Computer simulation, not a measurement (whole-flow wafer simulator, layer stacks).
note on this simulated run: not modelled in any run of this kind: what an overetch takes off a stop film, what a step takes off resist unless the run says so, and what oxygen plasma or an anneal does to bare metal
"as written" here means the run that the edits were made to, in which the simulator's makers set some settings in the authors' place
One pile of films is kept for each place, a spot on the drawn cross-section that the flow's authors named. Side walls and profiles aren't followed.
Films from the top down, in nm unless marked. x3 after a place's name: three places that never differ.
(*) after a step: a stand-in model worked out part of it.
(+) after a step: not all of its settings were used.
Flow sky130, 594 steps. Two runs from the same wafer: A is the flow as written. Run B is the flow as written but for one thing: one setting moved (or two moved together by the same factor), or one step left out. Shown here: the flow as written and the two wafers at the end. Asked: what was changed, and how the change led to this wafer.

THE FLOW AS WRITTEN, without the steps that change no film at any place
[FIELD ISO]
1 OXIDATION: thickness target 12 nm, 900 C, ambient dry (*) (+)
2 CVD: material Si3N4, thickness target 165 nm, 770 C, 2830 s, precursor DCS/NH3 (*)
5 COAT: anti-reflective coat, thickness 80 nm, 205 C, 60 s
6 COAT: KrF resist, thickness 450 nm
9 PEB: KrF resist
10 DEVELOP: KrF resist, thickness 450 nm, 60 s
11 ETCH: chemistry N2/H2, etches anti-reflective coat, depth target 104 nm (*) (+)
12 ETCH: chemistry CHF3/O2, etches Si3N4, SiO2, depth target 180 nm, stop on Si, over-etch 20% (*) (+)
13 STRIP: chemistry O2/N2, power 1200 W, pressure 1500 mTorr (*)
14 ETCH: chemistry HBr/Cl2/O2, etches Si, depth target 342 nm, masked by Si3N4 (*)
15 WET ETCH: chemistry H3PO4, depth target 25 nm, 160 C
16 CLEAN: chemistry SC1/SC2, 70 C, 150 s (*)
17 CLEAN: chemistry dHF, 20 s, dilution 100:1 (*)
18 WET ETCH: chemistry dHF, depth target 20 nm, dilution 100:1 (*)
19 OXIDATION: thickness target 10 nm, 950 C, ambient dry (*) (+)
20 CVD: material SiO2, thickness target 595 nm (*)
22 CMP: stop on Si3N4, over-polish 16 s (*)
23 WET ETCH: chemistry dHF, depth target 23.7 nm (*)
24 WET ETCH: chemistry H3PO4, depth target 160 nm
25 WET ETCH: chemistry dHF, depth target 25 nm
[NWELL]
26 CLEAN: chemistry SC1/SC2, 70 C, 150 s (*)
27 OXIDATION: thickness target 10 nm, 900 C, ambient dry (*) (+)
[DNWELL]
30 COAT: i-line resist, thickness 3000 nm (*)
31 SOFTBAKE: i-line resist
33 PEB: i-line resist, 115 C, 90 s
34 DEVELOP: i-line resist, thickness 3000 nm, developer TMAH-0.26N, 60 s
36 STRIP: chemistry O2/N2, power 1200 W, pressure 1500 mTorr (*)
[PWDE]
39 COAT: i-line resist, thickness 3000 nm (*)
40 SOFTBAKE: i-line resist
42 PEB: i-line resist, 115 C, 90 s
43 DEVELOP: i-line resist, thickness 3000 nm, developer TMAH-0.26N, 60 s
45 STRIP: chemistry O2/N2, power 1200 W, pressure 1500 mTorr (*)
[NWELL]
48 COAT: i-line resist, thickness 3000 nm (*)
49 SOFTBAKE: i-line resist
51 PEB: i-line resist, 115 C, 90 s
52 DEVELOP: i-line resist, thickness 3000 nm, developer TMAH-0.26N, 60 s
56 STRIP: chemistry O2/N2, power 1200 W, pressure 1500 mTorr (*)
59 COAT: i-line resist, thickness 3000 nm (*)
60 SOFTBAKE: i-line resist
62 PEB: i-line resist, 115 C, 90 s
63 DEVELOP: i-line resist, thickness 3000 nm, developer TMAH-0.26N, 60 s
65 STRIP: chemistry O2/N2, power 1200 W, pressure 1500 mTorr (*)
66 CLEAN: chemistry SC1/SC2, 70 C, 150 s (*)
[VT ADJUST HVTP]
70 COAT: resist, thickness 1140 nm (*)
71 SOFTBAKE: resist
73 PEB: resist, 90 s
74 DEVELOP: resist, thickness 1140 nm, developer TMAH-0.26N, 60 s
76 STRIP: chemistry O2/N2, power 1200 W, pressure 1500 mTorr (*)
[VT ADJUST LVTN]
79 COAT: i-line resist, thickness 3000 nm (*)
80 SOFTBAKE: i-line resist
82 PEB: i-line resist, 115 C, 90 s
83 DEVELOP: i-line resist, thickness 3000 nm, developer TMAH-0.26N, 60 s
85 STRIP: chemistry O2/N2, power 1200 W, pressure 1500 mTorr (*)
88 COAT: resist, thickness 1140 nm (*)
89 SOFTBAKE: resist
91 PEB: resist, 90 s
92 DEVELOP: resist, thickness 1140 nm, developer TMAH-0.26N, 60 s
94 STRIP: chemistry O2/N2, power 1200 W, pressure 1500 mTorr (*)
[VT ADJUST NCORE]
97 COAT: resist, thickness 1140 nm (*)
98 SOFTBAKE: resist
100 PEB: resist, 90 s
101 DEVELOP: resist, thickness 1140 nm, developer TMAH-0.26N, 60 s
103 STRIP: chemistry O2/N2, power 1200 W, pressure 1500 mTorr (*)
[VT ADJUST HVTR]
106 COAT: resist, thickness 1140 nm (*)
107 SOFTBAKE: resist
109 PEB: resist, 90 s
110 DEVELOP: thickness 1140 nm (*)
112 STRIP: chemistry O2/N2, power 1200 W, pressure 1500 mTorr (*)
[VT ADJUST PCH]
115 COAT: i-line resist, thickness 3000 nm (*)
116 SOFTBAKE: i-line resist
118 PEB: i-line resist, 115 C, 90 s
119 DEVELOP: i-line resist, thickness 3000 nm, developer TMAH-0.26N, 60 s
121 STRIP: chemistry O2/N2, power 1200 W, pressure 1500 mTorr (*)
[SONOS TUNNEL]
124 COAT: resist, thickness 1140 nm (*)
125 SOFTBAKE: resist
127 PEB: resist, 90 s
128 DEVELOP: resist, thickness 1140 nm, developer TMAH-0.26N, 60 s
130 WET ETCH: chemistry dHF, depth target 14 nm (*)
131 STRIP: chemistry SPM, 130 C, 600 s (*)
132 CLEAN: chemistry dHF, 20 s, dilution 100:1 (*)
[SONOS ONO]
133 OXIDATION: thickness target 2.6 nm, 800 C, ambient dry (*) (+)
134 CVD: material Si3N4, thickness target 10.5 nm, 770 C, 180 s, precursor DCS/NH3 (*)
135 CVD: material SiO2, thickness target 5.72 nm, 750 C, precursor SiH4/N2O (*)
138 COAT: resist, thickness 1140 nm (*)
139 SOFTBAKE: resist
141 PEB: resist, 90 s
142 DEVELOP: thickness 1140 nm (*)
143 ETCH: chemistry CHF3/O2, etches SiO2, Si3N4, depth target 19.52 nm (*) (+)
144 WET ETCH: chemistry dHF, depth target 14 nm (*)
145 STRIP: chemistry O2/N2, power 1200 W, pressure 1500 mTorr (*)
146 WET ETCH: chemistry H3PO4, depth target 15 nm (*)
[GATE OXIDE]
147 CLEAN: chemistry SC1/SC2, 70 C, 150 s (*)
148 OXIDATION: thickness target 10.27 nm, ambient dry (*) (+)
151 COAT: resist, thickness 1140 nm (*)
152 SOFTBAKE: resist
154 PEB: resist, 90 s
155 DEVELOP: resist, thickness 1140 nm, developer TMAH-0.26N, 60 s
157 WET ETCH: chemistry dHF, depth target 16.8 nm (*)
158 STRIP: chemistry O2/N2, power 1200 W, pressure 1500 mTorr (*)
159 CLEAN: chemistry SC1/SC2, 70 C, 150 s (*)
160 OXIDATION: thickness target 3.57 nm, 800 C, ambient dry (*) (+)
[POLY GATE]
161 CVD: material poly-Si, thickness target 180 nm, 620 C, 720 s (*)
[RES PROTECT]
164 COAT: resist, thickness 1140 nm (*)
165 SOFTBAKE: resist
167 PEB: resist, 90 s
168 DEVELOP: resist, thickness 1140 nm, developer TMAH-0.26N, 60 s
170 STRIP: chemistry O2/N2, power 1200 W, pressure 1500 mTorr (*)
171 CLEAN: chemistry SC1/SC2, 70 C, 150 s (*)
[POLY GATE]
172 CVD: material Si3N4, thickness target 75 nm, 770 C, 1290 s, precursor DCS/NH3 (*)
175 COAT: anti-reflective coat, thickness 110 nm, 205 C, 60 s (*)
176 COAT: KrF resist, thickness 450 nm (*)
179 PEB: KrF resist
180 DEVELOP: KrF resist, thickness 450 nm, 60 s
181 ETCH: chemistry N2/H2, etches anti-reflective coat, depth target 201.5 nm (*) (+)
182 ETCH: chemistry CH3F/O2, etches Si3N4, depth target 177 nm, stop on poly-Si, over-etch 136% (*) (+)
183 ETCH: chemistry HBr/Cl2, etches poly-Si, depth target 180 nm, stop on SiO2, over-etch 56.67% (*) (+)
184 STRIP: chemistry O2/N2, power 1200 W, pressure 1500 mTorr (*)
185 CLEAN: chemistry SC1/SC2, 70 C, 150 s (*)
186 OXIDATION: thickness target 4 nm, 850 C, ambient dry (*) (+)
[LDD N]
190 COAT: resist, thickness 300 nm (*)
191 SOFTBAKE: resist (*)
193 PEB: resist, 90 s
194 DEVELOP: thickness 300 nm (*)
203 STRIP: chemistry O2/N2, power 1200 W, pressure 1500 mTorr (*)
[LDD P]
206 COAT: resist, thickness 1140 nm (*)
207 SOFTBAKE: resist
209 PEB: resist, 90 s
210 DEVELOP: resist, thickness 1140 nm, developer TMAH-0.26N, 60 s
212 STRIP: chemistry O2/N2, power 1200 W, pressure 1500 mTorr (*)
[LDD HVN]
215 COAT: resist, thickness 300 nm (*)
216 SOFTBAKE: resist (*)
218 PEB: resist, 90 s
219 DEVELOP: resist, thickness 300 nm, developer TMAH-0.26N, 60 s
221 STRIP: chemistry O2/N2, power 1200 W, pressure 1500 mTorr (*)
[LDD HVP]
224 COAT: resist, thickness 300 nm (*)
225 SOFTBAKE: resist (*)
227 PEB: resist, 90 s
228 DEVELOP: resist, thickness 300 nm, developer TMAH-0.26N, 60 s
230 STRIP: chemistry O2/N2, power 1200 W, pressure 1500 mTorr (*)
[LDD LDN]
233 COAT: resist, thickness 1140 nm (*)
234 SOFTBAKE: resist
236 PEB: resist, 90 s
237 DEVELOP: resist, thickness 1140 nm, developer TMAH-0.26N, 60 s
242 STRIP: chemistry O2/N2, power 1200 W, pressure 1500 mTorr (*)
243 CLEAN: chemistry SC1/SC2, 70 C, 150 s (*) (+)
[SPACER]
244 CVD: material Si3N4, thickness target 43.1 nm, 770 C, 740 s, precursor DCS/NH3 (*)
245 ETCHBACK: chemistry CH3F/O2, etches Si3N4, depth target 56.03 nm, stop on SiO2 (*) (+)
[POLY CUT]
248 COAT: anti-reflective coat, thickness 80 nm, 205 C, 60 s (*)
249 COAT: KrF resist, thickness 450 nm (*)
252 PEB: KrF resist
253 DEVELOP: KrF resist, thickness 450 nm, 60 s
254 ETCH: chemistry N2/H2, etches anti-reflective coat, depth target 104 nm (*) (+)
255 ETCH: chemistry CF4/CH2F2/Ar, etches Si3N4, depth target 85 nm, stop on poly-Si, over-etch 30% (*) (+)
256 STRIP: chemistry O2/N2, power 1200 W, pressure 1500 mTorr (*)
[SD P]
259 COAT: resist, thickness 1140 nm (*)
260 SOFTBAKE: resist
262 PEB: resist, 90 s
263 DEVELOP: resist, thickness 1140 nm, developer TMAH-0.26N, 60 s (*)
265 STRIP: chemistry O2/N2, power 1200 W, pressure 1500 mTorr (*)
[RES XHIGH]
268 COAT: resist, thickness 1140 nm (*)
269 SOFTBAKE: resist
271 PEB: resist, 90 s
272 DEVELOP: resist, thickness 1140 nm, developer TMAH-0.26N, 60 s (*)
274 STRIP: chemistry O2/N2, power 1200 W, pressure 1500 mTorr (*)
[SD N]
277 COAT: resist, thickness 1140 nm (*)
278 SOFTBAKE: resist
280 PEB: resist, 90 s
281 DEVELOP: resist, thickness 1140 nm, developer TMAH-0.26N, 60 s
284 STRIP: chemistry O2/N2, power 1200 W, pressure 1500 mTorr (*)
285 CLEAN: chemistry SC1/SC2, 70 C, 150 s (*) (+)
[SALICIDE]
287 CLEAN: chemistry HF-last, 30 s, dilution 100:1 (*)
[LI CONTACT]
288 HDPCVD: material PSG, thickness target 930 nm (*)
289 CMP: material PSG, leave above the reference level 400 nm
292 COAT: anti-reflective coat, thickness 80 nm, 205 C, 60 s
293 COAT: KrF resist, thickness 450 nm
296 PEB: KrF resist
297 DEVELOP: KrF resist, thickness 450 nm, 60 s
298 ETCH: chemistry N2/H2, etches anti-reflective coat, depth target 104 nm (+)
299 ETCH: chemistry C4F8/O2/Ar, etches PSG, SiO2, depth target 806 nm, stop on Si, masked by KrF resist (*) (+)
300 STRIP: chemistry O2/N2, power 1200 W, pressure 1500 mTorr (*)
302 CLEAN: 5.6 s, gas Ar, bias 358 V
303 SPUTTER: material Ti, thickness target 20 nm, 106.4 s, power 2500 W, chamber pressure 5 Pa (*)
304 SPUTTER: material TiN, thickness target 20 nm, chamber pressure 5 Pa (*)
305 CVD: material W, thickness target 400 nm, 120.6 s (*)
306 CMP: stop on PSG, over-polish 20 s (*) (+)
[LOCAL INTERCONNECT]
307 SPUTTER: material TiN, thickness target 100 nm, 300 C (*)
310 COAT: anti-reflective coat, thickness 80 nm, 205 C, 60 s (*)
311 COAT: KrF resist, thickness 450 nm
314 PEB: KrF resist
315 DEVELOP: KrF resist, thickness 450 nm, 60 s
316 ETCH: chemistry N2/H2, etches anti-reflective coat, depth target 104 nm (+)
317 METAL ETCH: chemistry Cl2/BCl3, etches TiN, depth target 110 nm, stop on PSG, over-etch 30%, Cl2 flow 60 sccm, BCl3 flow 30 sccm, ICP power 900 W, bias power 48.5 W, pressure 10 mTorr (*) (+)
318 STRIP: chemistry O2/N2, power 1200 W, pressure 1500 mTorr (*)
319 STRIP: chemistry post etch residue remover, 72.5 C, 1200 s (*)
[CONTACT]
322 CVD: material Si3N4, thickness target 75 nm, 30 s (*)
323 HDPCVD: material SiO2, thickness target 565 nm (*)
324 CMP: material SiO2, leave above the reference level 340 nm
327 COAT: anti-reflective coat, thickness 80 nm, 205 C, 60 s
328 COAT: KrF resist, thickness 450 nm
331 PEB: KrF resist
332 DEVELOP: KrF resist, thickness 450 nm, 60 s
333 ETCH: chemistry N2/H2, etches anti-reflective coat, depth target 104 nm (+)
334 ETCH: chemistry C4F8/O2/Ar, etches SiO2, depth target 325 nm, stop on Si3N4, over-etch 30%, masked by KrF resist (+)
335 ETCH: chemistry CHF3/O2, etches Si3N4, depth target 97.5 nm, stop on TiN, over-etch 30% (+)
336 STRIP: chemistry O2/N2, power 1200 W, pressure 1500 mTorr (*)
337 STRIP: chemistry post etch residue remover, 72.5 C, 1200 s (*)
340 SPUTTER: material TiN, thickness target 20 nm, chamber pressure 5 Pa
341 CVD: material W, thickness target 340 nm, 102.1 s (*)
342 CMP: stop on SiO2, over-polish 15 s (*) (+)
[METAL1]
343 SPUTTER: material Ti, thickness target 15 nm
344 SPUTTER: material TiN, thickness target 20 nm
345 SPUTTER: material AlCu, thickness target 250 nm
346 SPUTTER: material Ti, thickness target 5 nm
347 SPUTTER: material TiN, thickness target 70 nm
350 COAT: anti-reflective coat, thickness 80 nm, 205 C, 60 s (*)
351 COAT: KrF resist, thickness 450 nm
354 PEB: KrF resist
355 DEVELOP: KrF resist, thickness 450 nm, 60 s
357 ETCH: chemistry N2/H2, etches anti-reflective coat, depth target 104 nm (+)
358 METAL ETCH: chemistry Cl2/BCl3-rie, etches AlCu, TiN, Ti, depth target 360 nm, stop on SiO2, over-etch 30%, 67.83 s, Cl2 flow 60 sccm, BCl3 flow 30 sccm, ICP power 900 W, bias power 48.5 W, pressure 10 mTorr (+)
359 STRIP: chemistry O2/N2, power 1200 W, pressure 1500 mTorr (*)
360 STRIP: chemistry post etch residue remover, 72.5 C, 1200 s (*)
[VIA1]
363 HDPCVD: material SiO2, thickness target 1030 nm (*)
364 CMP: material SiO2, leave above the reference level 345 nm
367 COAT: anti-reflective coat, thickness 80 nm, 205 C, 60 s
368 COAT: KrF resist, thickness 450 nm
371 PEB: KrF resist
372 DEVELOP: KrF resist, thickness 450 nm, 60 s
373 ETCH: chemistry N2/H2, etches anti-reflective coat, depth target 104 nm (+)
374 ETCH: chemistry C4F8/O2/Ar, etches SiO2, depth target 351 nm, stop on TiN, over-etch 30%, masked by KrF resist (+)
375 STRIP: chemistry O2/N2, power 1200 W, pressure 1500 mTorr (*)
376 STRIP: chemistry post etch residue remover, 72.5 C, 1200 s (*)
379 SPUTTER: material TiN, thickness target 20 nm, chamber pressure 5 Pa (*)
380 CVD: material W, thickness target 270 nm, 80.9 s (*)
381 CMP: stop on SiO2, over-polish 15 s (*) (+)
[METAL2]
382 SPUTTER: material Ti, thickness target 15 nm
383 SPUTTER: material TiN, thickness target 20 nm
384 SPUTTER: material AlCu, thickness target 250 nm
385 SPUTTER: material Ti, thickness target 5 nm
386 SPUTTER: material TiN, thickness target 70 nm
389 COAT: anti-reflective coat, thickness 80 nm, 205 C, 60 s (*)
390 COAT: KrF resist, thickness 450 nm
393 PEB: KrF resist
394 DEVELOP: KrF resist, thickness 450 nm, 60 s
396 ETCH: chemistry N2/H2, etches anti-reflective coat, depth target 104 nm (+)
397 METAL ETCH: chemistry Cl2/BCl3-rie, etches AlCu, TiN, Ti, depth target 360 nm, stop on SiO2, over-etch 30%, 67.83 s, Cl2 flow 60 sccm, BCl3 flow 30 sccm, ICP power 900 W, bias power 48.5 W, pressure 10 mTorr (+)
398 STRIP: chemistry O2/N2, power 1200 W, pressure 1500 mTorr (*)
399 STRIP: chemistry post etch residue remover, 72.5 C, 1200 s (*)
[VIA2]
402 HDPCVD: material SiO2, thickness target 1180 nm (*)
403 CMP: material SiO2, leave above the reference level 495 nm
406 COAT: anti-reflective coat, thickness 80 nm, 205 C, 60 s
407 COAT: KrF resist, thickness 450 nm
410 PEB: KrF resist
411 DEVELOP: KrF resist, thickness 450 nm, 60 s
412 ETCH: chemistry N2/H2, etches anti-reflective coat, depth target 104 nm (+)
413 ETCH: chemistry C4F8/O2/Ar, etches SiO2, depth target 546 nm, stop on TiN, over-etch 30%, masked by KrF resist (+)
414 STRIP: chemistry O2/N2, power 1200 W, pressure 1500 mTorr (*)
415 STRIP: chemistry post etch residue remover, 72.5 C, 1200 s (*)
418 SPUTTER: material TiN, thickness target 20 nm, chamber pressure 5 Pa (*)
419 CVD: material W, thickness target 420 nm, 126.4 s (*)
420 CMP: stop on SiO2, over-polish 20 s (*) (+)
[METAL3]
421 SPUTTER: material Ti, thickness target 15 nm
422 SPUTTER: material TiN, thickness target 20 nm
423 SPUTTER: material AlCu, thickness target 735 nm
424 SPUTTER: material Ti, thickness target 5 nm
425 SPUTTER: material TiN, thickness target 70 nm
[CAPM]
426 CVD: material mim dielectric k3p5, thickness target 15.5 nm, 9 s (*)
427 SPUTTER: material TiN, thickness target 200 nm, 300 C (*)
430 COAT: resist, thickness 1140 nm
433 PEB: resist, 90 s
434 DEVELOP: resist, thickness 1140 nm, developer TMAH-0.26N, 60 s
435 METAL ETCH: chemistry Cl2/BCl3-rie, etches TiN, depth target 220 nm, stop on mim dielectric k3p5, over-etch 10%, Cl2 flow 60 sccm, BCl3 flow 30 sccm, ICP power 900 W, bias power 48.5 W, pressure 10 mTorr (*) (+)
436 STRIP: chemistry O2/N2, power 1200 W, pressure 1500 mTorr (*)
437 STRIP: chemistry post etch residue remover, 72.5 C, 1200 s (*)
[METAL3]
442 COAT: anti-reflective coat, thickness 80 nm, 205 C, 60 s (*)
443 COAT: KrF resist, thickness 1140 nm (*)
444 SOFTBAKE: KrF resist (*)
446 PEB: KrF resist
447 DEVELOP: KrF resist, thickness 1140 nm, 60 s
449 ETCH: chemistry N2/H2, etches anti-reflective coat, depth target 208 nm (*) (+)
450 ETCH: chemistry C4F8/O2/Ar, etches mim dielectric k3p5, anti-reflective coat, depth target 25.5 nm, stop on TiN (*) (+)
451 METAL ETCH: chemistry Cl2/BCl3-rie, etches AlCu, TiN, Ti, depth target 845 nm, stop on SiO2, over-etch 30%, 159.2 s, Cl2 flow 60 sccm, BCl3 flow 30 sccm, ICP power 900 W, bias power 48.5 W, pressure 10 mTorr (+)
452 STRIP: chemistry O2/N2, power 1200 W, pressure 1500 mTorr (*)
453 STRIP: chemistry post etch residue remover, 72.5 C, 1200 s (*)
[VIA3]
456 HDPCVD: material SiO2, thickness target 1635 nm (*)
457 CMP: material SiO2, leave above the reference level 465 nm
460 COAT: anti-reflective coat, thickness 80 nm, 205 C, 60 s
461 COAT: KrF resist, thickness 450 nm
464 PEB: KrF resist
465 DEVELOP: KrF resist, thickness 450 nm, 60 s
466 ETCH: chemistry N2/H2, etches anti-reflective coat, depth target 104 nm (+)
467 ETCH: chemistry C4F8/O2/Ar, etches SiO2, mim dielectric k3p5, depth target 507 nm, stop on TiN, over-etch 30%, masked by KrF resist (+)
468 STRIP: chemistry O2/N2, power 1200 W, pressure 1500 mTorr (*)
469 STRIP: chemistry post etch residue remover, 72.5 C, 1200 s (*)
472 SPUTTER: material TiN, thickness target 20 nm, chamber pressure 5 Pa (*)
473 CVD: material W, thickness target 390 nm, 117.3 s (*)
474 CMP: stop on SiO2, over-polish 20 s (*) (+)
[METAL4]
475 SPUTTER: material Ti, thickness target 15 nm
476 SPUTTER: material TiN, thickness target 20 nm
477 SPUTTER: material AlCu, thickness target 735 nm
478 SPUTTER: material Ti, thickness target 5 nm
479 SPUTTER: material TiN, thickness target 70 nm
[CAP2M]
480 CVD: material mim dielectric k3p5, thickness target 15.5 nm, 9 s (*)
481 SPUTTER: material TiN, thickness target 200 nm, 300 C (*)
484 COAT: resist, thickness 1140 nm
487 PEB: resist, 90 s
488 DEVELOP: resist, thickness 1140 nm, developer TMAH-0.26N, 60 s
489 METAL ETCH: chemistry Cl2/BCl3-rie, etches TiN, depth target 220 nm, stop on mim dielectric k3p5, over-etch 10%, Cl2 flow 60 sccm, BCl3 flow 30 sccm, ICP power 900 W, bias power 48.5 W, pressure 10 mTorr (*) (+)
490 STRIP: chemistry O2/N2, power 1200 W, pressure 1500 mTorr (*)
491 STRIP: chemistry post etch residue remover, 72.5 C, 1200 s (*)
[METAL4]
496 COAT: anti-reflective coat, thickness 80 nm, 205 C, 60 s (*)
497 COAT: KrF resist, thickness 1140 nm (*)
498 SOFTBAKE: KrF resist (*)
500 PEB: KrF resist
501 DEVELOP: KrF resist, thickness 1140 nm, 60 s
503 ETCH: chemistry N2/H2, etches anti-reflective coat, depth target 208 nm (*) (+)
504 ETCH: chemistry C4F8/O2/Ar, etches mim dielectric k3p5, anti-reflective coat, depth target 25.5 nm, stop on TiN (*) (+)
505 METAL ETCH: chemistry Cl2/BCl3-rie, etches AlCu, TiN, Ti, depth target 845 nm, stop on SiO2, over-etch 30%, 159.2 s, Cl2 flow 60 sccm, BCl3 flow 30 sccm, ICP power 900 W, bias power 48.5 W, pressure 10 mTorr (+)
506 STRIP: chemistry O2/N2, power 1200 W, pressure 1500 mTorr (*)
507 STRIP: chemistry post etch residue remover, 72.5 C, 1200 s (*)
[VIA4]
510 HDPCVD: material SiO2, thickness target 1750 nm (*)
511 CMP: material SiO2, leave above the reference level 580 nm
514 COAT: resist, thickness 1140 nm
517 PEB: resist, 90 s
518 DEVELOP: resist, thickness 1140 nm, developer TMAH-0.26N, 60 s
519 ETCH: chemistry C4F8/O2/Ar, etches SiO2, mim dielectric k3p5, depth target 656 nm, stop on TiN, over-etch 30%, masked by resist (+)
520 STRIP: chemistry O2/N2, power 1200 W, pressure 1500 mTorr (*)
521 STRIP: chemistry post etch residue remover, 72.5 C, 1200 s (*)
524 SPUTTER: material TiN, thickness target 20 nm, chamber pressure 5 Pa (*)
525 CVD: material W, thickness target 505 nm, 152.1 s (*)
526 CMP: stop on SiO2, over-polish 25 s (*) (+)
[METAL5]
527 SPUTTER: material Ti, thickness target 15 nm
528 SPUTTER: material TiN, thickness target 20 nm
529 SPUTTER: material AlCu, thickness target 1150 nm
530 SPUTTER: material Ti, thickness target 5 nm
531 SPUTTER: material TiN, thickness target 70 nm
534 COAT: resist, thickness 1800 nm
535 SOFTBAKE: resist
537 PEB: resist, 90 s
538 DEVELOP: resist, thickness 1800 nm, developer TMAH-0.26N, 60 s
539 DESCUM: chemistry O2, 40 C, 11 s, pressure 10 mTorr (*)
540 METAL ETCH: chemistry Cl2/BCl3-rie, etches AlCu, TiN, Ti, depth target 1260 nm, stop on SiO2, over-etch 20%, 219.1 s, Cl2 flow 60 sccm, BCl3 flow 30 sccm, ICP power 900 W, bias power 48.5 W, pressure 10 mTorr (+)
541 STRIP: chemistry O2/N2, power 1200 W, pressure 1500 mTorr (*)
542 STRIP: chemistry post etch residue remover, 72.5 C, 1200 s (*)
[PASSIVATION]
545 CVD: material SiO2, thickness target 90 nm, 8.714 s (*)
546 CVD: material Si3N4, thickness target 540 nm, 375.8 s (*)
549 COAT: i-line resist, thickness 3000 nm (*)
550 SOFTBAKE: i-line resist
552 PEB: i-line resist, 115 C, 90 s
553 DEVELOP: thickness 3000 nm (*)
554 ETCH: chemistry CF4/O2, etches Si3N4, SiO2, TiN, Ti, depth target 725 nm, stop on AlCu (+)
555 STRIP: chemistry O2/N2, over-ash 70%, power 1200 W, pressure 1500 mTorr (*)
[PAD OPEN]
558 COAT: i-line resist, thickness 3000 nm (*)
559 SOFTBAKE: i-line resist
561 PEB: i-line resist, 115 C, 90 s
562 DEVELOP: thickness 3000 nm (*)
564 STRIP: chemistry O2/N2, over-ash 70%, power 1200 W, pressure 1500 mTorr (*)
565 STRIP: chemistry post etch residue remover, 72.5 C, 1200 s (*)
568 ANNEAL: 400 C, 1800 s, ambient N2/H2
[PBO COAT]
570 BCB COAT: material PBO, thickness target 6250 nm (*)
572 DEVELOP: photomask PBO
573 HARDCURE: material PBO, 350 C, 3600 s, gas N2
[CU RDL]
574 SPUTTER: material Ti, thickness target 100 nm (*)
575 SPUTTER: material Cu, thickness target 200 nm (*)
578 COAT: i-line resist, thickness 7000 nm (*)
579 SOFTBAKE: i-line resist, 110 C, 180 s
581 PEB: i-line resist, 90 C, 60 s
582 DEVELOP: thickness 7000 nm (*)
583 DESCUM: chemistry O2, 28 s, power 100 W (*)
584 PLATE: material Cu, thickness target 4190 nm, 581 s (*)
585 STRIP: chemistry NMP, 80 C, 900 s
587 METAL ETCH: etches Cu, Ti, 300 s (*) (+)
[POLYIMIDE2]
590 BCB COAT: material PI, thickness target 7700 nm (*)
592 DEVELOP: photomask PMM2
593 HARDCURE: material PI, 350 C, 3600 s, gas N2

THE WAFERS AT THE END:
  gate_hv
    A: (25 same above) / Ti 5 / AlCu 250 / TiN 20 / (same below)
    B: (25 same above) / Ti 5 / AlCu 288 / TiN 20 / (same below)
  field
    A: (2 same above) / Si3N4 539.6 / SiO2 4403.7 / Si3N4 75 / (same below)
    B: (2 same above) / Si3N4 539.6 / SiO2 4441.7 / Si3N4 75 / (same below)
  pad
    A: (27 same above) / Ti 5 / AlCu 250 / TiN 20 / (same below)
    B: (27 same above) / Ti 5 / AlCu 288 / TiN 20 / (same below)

The cause: step 345, SPUTTER: thickness target 288 nm was run, where the flow has thickness target 250 nm.
It can be read off the wafer: gate_hv has AlCu 288, and step 345 as written asks for 250 nm.

How the change led to this, step by step:
  345 SPUTTER: material AlCu, thickness target 250 nm
      field, active, n_well and 188 more: A AlCu +250 (new film) | B AlCu +288 (new film)
  358 METAL ETCH: chemistry Cl2/BCl3-rie, etches AlCu, TiN, Ti, depth target 360 nm, stop on SiO2, over-etch 30%, 67.83 s, Cl2 flow 60 sccm, BCl3 flow 30 sccm, ICP power 900 W, bias power 48.5 W, pressure 10 mTorr (+)
      field, active, gate and 81 more: A TiN -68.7 (all of it), Ti -5 (all of it), AlCu -250 (all of it), TiN -20 (all of it), Ti -15 (all of it), SiO2 -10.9 | B TiN -68.7 (all of it), Ti -5 (all of it), AlCu -288 (all of it), TiN -20 (all of it), Ti -15 (all of it), SiO2 -7.13
  364 CMP: material SiO2, leave above the reference level 345 nm
      field, active, gate and 81 more: A SiO2 -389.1 | B SiO2 -354.9
